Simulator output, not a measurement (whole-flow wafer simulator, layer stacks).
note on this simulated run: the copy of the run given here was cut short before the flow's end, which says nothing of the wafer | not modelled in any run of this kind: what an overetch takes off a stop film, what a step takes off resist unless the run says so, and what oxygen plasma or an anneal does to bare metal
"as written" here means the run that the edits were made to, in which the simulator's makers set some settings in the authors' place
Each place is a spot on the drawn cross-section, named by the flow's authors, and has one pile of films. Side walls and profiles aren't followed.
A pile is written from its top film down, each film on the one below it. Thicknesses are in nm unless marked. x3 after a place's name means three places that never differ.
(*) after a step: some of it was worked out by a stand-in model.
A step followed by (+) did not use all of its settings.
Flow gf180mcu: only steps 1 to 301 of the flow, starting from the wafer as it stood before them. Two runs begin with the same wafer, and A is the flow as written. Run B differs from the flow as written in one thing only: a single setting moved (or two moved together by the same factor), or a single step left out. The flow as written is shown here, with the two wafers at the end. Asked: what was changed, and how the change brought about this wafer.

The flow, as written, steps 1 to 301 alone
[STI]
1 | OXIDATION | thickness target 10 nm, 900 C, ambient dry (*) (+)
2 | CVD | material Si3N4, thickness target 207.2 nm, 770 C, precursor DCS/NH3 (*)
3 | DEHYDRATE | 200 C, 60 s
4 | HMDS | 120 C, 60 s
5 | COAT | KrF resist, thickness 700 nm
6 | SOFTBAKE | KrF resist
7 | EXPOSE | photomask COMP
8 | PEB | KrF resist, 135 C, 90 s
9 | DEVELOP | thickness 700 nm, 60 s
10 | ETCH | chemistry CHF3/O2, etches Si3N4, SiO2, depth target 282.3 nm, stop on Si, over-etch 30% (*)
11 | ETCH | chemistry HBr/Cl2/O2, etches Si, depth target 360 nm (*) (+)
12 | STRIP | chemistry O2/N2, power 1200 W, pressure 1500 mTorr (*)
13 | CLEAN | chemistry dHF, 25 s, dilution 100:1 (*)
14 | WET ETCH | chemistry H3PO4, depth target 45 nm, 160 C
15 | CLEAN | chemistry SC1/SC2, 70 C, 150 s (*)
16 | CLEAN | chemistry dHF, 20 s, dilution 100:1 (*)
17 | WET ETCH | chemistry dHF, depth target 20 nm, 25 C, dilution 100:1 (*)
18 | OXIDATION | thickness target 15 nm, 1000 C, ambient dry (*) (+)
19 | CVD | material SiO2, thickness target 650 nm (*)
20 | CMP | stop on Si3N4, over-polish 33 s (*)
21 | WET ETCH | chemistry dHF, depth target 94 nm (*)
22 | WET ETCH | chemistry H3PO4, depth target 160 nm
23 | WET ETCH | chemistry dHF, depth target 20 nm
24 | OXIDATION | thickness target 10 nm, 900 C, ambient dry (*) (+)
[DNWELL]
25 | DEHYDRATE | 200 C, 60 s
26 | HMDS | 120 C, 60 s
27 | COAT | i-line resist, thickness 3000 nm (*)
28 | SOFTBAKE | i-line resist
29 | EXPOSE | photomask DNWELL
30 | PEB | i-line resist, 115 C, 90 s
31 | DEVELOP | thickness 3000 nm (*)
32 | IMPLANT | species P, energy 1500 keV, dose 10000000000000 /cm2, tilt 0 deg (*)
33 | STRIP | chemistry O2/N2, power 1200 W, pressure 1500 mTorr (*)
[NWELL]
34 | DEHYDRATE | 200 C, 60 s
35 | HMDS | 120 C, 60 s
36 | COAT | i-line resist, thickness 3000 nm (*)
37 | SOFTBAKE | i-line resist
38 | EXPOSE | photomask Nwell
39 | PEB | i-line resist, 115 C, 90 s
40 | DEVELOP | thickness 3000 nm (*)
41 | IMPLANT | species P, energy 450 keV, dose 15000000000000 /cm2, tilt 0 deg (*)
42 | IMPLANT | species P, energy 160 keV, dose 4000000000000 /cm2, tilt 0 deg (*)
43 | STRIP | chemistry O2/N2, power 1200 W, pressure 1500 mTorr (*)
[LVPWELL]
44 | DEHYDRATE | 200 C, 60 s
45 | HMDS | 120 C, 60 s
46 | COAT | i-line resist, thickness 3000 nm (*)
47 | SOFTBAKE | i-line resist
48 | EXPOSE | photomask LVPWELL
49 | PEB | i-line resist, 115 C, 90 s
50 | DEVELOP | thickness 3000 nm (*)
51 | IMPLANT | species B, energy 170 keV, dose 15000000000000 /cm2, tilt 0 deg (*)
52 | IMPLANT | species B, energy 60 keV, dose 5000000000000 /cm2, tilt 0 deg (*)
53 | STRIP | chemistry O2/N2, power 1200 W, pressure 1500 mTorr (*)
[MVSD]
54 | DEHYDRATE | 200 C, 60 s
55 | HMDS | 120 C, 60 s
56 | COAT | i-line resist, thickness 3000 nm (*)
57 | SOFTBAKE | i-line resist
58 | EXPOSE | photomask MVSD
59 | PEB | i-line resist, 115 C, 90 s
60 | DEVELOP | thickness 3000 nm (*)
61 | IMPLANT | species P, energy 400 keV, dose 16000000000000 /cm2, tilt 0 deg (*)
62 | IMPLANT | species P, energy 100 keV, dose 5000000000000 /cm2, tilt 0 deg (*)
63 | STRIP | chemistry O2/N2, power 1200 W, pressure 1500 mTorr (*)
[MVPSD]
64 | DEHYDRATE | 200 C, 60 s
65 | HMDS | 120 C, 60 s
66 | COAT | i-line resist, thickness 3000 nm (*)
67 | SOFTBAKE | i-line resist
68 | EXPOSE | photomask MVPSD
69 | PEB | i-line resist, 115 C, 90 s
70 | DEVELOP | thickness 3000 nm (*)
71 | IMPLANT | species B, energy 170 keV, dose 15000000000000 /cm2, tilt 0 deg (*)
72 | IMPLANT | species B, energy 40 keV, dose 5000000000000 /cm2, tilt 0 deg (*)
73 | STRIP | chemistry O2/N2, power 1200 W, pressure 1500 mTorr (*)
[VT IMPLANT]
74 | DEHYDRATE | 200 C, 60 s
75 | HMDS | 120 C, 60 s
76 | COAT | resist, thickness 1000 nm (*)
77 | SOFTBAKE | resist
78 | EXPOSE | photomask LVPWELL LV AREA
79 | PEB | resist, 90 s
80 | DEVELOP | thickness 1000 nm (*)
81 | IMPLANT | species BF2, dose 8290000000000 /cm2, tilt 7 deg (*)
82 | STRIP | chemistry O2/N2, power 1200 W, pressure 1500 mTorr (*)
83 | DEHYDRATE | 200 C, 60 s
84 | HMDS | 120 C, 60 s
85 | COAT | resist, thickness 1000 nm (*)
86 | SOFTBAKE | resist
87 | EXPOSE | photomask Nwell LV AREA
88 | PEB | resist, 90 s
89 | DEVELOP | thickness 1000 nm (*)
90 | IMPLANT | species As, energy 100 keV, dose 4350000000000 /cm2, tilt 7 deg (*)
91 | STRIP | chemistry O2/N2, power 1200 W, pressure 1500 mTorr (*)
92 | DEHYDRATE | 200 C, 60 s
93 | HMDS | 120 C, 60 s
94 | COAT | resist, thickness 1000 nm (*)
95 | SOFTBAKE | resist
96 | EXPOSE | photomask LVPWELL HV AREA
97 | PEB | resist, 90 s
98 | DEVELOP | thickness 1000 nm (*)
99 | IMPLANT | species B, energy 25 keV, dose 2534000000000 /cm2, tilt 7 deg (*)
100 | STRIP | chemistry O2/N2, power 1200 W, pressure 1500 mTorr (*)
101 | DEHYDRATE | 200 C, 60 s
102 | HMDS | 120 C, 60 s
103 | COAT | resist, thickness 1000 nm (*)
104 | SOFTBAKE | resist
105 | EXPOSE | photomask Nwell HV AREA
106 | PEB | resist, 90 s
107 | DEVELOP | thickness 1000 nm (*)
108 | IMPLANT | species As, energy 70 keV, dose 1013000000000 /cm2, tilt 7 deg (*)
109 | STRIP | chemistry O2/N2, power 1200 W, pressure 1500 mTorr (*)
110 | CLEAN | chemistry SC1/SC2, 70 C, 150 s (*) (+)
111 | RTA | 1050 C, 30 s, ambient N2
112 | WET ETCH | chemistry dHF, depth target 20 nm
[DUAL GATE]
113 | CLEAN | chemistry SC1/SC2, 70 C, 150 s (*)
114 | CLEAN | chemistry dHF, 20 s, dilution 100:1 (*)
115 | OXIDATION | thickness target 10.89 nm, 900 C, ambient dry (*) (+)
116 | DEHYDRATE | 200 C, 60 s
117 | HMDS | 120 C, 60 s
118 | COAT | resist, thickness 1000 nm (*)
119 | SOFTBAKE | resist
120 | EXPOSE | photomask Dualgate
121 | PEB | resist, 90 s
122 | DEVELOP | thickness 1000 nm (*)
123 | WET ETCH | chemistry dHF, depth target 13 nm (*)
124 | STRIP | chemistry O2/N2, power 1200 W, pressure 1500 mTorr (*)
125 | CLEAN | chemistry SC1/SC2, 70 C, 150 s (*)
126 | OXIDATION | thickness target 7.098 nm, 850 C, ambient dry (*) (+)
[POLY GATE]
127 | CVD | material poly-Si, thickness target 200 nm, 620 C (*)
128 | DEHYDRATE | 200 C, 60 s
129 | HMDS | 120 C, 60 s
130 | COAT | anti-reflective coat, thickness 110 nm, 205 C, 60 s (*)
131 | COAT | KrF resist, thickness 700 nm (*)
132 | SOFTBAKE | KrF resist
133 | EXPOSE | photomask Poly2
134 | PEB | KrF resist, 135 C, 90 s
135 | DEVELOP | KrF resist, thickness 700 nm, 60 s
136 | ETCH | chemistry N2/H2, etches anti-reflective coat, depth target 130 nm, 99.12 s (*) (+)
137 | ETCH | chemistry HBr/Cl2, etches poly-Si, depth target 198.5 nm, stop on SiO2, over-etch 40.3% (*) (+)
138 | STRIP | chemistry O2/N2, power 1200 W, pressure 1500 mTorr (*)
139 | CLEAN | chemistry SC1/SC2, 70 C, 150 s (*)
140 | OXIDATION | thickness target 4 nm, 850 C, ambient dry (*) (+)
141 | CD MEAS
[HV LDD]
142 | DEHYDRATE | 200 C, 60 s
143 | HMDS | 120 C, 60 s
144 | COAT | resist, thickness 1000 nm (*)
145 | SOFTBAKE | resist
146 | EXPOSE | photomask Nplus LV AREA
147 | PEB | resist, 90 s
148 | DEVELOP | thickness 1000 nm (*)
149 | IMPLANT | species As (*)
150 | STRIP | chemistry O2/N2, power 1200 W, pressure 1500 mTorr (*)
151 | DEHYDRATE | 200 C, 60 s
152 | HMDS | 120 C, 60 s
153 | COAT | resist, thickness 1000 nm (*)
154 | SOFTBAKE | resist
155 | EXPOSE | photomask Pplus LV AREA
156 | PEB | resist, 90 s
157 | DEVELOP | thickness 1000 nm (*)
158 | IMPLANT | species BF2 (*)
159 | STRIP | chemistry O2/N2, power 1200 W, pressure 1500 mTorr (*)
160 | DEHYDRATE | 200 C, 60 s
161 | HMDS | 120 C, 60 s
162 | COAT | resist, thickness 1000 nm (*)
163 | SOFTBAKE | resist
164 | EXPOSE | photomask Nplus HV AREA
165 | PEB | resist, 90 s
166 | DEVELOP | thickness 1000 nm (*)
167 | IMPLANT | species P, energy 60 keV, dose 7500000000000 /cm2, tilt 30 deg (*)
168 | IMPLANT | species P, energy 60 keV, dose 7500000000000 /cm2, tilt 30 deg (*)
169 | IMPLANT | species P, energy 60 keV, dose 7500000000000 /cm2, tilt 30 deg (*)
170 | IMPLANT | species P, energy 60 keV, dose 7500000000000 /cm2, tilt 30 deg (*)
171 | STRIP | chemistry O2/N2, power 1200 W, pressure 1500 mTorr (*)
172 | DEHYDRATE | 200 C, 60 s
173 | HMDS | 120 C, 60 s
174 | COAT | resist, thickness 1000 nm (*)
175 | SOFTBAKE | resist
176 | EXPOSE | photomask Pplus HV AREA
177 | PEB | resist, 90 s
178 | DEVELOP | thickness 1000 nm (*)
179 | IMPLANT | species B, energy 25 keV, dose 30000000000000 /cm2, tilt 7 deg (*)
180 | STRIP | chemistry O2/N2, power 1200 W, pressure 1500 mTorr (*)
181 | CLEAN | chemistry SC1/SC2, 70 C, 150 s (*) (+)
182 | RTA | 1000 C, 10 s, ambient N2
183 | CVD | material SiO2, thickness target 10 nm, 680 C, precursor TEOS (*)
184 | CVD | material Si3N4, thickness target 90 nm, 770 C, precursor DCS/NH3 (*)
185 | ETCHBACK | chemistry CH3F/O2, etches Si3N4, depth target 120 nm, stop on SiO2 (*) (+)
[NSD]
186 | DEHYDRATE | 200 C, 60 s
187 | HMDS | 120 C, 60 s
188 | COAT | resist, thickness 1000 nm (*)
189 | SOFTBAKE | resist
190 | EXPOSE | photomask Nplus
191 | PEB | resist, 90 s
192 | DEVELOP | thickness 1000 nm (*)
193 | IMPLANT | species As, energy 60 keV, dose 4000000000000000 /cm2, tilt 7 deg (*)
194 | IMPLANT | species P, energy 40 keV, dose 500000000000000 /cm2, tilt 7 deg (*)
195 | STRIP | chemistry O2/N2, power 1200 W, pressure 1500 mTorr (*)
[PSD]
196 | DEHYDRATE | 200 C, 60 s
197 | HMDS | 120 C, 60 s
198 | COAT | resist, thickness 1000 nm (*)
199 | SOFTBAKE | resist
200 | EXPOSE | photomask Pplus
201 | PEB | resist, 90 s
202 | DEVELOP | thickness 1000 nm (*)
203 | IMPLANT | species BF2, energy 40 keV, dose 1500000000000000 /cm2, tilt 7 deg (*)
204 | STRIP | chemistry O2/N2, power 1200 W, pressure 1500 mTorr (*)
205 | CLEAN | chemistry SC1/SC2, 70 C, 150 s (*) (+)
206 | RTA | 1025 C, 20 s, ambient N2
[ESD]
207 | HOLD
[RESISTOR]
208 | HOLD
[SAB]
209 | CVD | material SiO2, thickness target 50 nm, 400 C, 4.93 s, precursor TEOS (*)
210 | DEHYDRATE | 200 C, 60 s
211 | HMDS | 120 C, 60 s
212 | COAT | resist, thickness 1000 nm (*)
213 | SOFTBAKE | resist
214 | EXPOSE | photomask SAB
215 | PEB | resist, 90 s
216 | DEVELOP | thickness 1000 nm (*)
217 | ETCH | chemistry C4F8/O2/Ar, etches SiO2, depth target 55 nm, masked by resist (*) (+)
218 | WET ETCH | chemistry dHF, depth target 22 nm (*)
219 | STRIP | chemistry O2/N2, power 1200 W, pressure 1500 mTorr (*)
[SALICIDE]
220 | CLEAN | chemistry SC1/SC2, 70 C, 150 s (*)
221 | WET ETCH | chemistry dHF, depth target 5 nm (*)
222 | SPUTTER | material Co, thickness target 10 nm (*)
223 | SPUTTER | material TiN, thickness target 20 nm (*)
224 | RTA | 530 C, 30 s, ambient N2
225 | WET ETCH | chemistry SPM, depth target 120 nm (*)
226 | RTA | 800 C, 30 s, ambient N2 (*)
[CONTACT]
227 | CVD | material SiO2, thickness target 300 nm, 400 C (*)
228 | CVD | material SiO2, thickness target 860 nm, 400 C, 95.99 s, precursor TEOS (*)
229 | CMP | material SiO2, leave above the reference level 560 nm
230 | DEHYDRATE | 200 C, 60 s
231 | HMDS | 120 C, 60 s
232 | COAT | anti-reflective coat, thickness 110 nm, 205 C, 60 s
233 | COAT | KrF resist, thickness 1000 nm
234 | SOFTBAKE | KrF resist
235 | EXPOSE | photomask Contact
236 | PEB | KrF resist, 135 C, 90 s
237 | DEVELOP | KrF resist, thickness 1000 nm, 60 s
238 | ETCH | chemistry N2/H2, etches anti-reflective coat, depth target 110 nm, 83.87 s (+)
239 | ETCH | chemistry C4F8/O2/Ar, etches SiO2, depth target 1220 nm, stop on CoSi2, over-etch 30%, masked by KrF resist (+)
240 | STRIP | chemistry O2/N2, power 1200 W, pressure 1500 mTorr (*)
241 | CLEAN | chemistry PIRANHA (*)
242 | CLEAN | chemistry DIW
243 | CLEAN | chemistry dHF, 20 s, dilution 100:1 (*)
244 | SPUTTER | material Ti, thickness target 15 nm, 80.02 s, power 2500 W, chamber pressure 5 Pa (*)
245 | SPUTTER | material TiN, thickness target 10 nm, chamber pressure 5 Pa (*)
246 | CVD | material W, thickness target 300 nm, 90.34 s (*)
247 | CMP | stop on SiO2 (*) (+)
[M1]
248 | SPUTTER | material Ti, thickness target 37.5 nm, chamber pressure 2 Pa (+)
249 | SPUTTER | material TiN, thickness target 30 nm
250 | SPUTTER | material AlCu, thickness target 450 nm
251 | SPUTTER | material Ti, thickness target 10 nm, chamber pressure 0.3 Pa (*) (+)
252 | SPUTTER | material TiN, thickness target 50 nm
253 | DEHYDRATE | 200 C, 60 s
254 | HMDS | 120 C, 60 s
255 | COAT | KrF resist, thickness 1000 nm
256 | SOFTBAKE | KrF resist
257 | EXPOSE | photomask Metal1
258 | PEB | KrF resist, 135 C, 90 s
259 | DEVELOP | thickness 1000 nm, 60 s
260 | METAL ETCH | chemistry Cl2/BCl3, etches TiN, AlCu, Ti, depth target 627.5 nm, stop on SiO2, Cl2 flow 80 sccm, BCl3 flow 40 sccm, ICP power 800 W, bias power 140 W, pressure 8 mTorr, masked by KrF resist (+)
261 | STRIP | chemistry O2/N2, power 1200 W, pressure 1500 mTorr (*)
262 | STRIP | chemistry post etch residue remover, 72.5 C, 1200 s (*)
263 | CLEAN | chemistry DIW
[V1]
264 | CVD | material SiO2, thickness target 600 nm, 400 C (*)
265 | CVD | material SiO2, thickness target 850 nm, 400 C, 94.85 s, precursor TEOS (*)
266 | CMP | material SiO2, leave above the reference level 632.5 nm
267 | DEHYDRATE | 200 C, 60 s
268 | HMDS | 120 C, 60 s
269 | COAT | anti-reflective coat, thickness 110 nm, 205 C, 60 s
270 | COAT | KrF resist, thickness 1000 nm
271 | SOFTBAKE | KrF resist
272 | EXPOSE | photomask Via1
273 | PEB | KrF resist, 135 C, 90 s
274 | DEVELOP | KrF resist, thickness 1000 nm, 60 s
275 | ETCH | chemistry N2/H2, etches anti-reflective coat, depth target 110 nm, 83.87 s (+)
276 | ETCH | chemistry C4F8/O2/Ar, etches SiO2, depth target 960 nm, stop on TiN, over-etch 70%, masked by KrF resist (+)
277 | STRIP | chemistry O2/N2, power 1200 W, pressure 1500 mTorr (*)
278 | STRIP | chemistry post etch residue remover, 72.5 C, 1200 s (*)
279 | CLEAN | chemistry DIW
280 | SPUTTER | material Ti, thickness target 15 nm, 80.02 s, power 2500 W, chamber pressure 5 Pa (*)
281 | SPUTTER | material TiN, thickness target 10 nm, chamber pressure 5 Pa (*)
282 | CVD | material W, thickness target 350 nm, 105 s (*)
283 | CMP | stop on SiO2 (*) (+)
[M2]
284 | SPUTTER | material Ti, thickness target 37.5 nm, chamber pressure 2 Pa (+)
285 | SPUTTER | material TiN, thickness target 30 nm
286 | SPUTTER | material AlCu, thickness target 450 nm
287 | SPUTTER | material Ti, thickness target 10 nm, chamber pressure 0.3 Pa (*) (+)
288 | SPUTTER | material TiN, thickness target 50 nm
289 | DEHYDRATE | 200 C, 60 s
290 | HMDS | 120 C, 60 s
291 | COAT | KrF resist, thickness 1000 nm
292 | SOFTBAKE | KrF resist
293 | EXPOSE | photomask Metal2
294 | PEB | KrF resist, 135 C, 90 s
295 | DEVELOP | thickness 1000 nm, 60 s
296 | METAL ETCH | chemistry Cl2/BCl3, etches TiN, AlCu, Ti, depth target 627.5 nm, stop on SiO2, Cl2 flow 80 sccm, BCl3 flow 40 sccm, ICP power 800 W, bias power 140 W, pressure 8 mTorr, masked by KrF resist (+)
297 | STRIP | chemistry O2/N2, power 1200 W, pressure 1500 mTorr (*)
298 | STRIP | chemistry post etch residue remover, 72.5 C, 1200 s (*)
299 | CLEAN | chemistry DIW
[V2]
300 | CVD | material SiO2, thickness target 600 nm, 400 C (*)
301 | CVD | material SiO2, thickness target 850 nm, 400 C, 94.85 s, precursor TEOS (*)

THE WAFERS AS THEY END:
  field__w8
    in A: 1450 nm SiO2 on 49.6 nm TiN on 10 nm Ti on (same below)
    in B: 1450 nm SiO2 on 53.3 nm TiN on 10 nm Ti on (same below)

The reason: step 288, SPUTTER: thickness target 53.7 nm was run, while the flow as written has thickness target 50 nm.

Step by step, how the change led to this:
  288 | SPUTTER | material TiN, thickness target 50 nm
      field, field__w1, field__w2 and 108 more: A TiN gains 50 (new film) | B TiN gains 53.7 (new film)
  296 | METAL ETCH | chemistry Cl2/BCl3, etches TiN, AlCu, Ti, depth target 627.5 nm, stop on SiO2, Cl2 flow 80 sccm, BCl3 flow 40 sccm, ICP power 800 W, bias power 140 W, pressure 8 mTorr, masked by KrF resist (+)
      field, field__w1, field__w2 and 103 more: A TiN loses 50 (all of it), Ti loses 10 (all of it), AlCu loses 450 (all of it), TiN loses 30 (all of it), Ti loses 37.5 (all of it) | B TiN loses 53.7 (all of it), Ti loses 10 (all of it), AlCu loses 450 (all of it), TiN loses 30 (all of it), Ti loses 37.5 (all of it)
